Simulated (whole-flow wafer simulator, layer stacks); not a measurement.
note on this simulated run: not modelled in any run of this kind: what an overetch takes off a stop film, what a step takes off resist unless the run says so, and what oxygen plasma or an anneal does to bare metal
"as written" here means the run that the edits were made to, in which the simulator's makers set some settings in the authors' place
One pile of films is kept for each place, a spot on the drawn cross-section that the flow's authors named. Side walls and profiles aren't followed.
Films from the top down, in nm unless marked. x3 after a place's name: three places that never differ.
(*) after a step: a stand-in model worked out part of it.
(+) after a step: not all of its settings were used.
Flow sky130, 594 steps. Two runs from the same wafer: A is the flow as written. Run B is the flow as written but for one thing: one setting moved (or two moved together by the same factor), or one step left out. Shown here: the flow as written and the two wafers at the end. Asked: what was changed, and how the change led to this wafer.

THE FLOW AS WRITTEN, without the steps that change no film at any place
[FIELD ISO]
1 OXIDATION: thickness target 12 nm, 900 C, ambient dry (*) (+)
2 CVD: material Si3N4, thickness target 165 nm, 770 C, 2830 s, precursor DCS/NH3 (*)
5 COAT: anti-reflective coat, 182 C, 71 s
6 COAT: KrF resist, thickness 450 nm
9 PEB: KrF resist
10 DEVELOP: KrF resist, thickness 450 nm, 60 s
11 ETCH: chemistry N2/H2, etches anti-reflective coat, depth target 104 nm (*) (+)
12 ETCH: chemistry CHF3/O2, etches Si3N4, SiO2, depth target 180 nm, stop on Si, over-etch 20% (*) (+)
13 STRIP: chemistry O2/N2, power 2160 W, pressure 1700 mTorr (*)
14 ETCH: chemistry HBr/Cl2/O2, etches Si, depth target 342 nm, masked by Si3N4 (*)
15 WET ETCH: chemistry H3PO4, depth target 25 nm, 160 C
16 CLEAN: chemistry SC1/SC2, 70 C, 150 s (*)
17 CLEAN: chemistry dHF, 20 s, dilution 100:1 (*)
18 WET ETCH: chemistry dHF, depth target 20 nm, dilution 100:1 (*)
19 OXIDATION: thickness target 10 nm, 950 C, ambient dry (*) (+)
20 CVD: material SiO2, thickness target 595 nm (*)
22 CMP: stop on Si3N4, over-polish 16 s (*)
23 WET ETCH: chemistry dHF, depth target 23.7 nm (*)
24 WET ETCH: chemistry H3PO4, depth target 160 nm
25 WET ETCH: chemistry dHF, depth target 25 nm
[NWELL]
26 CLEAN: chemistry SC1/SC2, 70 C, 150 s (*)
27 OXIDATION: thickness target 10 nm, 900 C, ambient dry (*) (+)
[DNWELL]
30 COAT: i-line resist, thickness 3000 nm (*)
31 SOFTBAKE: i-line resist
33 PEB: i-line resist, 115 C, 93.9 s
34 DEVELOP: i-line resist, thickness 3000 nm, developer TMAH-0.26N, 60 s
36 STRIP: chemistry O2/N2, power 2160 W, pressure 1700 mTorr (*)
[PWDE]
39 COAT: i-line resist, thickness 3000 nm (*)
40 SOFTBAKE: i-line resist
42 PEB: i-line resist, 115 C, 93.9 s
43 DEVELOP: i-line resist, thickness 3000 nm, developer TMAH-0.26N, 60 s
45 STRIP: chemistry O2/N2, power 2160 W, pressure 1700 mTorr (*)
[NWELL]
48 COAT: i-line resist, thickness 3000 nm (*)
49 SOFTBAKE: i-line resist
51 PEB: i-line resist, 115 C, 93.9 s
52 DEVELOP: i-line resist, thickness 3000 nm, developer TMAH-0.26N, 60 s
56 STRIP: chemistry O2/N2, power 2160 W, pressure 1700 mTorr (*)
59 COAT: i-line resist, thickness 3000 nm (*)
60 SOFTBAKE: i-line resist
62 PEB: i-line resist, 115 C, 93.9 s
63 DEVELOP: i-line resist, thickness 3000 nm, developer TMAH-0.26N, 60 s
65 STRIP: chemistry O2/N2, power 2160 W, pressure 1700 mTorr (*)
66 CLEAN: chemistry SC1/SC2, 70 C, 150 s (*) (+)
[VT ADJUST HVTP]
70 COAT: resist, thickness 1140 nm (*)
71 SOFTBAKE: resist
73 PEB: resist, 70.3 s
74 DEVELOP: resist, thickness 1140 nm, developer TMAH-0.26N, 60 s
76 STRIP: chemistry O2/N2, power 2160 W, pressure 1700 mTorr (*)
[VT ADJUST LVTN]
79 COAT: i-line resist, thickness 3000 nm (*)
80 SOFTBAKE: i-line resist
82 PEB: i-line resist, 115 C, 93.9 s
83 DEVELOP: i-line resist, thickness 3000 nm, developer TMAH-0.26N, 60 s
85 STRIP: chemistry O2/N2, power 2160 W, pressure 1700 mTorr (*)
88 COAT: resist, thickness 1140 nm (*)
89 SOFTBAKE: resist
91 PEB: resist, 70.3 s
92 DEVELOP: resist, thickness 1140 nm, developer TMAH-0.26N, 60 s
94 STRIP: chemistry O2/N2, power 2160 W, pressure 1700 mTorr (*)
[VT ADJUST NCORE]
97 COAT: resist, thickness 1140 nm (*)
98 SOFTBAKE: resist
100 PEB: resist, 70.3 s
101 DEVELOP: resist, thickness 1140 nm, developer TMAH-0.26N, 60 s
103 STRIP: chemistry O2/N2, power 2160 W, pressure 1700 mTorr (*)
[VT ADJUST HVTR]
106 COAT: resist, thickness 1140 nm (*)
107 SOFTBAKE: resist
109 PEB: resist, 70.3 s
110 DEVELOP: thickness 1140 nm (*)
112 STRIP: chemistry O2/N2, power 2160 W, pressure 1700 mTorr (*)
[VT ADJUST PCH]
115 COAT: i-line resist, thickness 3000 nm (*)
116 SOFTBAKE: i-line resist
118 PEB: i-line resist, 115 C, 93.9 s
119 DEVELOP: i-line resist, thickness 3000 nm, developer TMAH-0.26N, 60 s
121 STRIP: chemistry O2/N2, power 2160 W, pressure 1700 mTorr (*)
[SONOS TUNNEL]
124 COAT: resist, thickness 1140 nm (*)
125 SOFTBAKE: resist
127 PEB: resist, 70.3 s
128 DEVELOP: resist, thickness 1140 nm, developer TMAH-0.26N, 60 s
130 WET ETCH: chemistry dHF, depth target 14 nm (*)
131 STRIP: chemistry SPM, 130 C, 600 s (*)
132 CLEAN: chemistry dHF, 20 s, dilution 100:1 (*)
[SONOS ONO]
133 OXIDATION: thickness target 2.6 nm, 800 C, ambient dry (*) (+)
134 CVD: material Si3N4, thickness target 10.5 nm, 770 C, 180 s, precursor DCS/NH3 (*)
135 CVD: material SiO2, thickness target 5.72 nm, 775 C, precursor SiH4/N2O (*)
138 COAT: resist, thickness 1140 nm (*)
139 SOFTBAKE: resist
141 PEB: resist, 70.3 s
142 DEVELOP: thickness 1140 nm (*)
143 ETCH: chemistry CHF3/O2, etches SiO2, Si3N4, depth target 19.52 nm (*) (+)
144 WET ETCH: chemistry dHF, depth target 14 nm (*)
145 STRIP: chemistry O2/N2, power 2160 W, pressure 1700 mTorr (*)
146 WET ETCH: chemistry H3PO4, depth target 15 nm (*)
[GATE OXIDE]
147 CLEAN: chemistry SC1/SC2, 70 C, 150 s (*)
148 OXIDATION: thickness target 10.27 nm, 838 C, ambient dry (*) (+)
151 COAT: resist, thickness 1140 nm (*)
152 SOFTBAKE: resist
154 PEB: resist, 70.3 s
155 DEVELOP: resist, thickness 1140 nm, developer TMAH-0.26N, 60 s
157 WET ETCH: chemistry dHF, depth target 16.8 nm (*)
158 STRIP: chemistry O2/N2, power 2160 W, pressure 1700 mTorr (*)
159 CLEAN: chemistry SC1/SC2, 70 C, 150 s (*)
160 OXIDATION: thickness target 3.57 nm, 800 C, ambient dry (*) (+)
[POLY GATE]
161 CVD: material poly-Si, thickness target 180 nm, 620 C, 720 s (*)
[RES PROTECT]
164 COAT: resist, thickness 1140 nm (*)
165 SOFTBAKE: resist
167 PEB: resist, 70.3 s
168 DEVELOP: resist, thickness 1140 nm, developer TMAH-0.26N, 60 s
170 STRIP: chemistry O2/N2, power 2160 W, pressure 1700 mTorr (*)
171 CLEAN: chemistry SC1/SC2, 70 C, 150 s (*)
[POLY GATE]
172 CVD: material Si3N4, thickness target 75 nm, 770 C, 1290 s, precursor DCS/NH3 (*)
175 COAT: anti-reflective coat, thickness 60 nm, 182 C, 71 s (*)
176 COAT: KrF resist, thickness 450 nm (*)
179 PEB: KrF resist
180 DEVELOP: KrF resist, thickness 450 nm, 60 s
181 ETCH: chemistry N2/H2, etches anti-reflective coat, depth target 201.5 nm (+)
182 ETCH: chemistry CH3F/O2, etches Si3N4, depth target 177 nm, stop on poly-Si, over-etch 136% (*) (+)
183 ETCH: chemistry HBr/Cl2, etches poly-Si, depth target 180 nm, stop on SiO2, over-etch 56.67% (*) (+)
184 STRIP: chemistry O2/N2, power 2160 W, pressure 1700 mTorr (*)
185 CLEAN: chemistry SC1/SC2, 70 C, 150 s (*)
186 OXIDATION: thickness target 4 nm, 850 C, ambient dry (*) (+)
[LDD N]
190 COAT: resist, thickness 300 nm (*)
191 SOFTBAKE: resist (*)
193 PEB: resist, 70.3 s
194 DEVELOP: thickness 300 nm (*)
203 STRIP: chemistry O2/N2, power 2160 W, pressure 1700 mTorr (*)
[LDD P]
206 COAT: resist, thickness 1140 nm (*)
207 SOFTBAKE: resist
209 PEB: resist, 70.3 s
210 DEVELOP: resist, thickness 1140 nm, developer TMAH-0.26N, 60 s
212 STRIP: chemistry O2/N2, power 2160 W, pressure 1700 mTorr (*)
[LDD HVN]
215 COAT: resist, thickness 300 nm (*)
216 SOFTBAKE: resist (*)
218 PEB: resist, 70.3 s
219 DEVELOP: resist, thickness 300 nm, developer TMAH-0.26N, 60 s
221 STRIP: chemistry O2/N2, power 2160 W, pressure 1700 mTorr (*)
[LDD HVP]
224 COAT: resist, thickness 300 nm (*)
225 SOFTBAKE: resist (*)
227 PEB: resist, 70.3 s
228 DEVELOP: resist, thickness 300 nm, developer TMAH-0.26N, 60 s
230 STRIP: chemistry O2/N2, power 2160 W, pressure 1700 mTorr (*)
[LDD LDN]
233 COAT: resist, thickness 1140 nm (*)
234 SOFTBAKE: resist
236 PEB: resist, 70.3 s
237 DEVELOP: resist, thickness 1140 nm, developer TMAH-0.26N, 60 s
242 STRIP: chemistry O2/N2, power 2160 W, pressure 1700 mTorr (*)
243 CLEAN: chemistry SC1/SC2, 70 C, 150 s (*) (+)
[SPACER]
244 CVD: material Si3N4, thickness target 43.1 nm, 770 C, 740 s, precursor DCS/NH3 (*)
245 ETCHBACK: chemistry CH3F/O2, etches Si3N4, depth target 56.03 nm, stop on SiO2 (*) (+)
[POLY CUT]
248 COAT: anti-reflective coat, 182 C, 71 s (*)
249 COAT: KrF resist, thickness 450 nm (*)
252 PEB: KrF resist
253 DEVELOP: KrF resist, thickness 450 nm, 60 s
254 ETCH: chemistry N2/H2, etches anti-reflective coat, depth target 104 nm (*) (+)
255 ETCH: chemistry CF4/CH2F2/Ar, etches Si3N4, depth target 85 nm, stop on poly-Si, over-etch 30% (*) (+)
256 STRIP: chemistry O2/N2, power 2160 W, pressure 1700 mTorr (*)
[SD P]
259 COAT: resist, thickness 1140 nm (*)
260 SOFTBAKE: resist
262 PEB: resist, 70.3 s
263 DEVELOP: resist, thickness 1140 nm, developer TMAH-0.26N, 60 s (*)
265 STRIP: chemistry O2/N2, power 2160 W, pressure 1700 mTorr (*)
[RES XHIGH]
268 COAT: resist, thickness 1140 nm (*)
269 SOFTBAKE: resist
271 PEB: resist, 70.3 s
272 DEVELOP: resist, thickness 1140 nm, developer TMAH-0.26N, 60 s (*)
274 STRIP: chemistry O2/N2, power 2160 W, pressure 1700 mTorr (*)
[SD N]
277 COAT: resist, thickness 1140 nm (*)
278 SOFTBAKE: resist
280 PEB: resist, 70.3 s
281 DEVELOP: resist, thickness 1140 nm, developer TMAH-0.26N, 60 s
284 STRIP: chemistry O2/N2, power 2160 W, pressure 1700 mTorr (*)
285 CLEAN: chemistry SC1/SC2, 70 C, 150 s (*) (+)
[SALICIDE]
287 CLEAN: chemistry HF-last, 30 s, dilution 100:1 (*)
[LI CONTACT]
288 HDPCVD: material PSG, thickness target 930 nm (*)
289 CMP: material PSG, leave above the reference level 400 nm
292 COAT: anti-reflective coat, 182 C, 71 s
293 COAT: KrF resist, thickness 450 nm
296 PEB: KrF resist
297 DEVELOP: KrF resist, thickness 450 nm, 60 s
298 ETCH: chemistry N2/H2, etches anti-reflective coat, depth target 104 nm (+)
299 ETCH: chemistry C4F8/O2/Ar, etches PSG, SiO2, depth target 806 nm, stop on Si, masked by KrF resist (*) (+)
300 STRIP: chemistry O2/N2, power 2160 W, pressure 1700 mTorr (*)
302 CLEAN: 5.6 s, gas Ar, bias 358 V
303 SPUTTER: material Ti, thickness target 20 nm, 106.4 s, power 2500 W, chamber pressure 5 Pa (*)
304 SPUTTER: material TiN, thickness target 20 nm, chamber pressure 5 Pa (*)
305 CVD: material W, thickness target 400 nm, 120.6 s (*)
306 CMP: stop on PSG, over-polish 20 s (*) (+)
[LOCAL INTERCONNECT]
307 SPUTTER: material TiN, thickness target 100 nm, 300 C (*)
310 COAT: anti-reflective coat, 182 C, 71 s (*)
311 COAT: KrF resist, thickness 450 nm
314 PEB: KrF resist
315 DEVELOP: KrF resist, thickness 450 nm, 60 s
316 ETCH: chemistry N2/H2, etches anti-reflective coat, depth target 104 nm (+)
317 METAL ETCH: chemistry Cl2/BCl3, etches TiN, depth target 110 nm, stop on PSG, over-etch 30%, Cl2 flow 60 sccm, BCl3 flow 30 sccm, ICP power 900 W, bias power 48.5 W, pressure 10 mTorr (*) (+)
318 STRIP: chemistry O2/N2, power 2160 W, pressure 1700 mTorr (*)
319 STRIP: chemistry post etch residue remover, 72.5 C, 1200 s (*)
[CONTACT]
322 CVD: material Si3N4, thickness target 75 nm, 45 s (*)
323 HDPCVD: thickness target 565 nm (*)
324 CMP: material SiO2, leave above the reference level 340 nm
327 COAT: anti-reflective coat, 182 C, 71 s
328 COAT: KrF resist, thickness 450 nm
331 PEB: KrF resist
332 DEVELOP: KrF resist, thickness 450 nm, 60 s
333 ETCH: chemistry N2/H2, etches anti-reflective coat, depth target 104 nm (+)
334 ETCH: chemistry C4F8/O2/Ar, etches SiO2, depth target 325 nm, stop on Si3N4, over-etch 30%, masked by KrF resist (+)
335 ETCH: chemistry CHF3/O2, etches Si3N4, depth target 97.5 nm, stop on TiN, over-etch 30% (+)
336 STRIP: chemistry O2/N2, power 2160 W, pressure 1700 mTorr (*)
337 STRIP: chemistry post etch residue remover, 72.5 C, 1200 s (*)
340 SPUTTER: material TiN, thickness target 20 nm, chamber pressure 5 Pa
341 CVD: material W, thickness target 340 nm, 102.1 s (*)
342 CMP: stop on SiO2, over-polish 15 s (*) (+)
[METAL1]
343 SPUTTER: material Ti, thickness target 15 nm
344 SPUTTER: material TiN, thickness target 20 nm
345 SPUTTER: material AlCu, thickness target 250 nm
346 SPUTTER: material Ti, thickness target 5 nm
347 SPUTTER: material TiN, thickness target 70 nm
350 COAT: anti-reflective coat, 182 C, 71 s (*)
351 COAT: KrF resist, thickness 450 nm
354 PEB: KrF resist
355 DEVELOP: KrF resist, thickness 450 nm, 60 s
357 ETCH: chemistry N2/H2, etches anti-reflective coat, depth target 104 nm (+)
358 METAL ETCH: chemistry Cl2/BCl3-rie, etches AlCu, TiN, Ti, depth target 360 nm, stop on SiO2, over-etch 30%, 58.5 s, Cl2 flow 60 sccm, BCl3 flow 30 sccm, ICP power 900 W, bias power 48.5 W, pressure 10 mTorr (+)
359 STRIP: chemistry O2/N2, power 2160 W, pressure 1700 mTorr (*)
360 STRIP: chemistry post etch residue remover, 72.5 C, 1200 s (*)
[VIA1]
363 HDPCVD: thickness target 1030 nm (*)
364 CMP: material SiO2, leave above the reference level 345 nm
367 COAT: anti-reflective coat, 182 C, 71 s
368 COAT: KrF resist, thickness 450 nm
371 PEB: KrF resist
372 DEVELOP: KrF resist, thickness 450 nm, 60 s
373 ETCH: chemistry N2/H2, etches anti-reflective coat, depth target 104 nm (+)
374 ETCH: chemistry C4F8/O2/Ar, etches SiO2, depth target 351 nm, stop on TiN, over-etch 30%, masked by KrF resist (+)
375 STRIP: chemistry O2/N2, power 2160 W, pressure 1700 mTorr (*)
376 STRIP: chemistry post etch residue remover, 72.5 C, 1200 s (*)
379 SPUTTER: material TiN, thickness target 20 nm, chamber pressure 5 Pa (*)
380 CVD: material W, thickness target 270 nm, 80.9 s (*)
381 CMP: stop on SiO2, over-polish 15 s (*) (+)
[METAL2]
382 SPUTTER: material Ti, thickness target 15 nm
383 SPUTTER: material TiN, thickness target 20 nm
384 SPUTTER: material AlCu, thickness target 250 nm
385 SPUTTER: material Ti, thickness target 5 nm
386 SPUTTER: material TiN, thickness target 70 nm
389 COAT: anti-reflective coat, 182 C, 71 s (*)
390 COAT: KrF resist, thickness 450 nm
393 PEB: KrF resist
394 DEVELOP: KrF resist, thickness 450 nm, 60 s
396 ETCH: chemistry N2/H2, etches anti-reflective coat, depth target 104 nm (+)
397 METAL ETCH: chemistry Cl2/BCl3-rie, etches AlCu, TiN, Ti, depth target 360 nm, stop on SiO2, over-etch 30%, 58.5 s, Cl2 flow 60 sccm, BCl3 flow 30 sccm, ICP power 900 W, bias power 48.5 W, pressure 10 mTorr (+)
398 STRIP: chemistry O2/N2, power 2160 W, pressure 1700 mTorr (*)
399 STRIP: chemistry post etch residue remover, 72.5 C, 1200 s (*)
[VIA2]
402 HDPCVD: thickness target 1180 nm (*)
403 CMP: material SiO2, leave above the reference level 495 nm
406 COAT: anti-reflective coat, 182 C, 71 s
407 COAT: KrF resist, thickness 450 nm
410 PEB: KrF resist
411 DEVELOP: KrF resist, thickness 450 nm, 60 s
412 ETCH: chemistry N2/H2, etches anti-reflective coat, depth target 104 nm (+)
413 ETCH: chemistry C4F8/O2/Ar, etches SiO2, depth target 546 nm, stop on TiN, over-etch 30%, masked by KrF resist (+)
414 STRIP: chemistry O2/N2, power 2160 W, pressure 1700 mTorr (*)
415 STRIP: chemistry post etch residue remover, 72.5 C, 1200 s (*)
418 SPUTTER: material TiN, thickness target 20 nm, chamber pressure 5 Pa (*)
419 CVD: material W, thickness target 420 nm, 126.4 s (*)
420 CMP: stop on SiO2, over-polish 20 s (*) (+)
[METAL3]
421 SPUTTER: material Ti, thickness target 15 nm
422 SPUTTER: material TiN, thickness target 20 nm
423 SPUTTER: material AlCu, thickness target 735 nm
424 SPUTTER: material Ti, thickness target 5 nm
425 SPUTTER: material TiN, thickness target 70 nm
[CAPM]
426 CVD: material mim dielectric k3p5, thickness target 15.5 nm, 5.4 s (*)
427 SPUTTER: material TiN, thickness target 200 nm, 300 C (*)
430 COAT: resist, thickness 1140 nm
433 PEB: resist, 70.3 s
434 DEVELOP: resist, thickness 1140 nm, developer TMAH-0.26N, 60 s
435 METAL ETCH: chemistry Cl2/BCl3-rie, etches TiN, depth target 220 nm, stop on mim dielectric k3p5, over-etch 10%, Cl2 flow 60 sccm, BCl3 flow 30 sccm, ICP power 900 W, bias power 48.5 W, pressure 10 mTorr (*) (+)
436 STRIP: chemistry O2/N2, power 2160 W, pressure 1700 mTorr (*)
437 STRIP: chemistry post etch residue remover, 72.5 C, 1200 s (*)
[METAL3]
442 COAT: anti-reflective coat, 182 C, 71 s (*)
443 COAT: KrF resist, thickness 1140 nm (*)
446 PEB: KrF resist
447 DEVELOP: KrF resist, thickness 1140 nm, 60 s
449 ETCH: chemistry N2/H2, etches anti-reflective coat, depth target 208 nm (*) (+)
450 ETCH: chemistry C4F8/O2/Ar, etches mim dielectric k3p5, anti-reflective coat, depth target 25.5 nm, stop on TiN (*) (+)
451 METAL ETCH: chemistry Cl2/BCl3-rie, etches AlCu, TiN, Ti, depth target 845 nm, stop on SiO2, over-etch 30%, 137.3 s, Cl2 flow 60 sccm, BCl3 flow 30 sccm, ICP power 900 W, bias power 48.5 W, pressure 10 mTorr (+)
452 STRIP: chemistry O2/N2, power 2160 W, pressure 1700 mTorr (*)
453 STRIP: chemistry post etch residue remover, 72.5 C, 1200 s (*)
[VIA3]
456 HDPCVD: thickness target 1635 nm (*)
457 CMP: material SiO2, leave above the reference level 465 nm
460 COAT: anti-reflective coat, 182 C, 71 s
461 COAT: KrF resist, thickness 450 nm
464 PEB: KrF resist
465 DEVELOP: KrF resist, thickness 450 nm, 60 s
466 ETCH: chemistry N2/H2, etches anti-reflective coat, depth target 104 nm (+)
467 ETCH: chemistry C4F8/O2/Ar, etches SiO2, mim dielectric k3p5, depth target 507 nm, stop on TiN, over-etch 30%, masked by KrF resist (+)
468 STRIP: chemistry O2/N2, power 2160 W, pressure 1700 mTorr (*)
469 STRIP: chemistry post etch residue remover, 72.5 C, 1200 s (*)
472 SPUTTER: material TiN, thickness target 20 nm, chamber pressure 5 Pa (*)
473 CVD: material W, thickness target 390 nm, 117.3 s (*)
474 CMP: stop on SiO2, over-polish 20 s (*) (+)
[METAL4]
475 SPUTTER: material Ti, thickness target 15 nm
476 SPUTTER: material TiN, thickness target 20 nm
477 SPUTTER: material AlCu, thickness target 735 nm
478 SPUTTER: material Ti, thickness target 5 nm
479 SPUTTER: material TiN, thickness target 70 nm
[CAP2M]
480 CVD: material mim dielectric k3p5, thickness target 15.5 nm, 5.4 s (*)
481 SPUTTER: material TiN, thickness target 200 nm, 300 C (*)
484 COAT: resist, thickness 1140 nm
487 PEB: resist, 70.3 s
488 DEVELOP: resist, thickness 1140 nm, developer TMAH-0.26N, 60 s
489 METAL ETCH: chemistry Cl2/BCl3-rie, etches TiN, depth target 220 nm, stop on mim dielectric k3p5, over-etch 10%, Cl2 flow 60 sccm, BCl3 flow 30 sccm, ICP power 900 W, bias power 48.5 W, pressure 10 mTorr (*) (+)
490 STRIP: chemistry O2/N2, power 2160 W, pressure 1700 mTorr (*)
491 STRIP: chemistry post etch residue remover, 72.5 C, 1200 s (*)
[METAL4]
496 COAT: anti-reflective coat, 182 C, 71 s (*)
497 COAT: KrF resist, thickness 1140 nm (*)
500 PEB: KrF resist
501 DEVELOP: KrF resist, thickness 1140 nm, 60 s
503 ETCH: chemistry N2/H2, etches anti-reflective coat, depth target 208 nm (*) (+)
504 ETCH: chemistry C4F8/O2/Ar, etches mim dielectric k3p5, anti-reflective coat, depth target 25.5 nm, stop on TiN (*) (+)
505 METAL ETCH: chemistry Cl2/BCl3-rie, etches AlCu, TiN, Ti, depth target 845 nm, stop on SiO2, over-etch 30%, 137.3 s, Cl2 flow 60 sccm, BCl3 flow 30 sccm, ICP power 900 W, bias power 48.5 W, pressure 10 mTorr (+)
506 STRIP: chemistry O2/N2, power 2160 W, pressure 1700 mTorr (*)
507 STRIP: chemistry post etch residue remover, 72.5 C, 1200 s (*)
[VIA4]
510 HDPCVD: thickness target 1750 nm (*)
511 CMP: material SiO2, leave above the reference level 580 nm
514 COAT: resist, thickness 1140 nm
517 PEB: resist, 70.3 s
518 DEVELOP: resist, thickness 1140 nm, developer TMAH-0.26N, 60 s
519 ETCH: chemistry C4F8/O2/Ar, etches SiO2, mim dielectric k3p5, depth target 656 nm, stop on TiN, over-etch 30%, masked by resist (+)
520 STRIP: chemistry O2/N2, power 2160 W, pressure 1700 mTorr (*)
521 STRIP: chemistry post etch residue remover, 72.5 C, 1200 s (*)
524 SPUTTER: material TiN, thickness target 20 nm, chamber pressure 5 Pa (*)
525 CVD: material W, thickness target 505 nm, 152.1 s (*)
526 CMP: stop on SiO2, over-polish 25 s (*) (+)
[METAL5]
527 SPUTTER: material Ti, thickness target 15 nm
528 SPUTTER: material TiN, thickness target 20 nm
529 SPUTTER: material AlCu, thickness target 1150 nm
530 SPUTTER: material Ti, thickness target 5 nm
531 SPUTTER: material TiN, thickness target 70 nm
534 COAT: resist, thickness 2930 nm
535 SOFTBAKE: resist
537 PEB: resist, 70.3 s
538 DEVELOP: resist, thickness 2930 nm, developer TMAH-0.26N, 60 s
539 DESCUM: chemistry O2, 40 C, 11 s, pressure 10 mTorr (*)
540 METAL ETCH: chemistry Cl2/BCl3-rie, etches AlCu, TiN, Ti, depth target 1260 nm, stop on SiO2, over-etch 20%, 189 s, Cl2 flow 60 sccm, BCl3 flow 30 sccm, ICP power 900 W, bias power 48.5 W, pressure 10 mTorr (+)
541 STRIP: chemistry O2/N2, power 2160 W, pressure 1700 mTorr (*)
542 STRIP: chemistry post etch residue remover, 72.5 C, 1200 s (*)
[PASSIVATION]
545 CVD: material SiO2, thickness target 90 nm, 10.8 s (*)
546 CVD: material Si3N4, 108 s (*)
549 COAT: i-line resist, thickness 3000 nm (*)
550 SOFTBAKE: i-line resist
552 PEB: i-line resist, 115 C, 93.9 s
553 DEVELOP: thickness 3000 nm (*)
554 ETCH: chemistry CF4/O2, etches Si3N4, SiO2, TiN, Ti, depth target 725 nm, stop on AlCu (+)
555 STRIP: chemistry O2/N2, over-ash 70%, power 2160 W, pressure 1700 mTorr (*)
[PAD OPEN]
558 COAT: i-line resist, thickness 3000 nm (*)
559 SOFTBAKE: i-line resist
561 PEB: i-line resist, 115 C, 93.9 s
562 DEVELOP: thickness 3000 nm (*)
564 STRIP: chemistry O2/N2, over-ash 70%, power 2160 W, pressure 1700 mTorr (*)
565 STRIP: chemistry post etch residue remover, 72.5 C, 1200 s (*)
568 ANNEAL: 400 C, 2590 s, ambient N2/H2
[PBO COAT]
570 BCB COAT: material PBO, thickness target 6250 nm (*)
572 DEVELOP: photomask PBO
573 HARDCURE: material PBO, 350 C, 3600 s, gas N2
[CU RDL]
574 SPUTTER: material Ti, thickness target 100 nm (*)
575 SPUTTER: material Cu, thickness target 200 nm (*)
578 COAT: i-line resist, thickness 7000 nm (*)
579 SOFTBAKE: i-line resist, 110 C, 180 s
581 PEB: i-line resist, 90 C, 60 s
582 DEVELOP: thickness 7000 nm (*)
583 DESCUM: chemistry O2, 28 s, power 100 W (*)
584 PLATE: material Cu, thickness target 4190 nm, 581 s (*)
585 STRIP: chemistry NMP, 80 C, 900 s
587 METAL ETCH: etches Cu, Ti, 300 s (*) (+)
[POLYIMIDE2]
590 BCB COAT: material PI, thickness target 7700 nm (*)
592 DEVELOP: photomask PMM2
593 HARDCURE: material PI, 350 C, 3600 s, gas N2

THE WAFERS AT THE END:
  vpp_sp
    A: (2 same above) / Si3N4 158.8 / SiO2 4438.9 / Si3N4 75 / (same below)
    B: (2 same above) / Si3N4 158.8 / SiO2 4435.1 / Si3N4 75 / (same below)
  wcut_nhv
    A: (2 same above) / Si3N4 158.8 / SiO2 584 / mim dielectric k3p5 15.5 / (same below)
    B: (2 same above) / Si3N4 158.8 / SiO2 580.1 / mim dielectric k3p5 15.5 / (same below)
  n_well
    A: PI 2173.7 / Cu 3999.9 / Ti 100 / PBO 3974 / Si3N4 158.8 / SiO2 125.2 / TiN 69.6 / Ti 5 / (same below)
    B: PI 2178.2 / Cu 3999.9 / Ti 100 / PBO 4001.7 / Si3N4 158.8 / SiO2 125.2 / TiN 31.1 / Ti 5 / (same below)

The cause: step 531, SPUTTER: thickness target 31.5 nm was run, where the flow has thickness target 70 nm.

How the change led to this, step by step:
  531 SPUTTER: material TiN, thickness target 70 nm
      field, active, n_well and 190 more: A TiN +70 (new film) | B TiN +31.5 (new film)
  540 METAL ETCH: chemistry Cl2/BCl3-rie, etches AlCu, TiN, Ti, depth target 1260 nm, stop on SiO2, over-etch 20%, 189 s, Cl2 flow 60 sccm, BCl3 flow 30 sccm, ICP power 900 W, bias power 48.5 W, pressure 10 mTorr (+)
      gate_hv, nwell_res, pplus_nw and 104 more: A TiN -70 (all of it), Ti -5 (all of it), AlCu -1150 (all of it), TiN -20 (all of it), Ti -15 (all of it), SiO2 -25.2 | B TiN -31.5 (all of it), Ti -5 (all of it), AlCu -1150 (all of it), TiN -20 (all of it), Ti -15 (all of it), SiO2 -29.1
      field, active, gate and 68 more: A TiN -70 (all of it), Ti -5 (all of it), AlCu -1150 (all of it), TiN -20 (all of it), Ti -15 (all of it), SiO2 -25.2 | B TiN -31.5 (all of it), Ti -5 (all of it), AlCu -1150 (all of it), TiN -20 (all of it), Ti -15 (all of it), SiO2 -29
  550 SOFTBAKE: i-line resist
      field: A i-line resist -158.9 | B i-line resist -155.5
      gate: A i-line resist -85.5 | B i-line resist -81.7
      (and at 60 more places)
  552 PEB: i-line resist, 115 C, 93.9 s
      n_well, p_well, sd_n, sd_p, pad: A i-line resist -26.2 | B i-line resist -26.8
      ndiff_licon_rim, ndiff_licon: A i-line resist -26.7 | B i-line resist -27.3
      (and at 2 more places)
  554 ETCH: chemistry CF4/O2, etches Si3N4, SiO2, TiN, Ti, depth target 725 nm, stop on AlCu (+)
      field, active, n_well and 189 more: A i-line resist -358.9 | B i-line resist -320.4
      pad: A Si3N4 -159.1 (all of it), SiO2 -125.2 (all of it), TiN -69.6 (all of it), Ti -5 (all of it) | B Si3N4 -159.1 (all of it), SiO2 -125.2 (all of it), TiN -31.1 (all of it), Ti -5 (all of it)
  555 STRIP: chemistry O2/N2, over-ash 70%, power 2160 W, pressure 1700 mTorr (*)
      n_well, p_well, sd_n, sd_p: A i-line resist -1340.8 (all of it) | B i-line resist -1413.1 (all of it)
      m1: A i-line resist -1364.1 (all of it) | B i-line resist -1435.7 (all of it)
      (and at 8 more places)
  559 SOFTBAKE: i-line resist
      gate: A i-line resist -85.5 | B i-line resist -81.7
      gate_hv: A i-line resist +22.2 | B i-line resist +21.2
      (and at 64 more places)
  561 PEB: i-line resist, 115 C, 93.9 s
      n_well, p_well, sd_n, sd_p: A i-line resist -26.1 | B i-line resist -26.7
      ndiff_licon_rim, ndiff_licon: A i-line resist -26.7 | B i-line resist -27.3
      (and at 2 more places)
  579 SOFTBAKE: i-line resist, 110 C, 180 s
      nw_fld__w1: A i-line resist -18 | B i-line resist -17.4
      m5_stack_ln: A i-line resist -30 | B i-line resist -29
      (and at 1 more place)
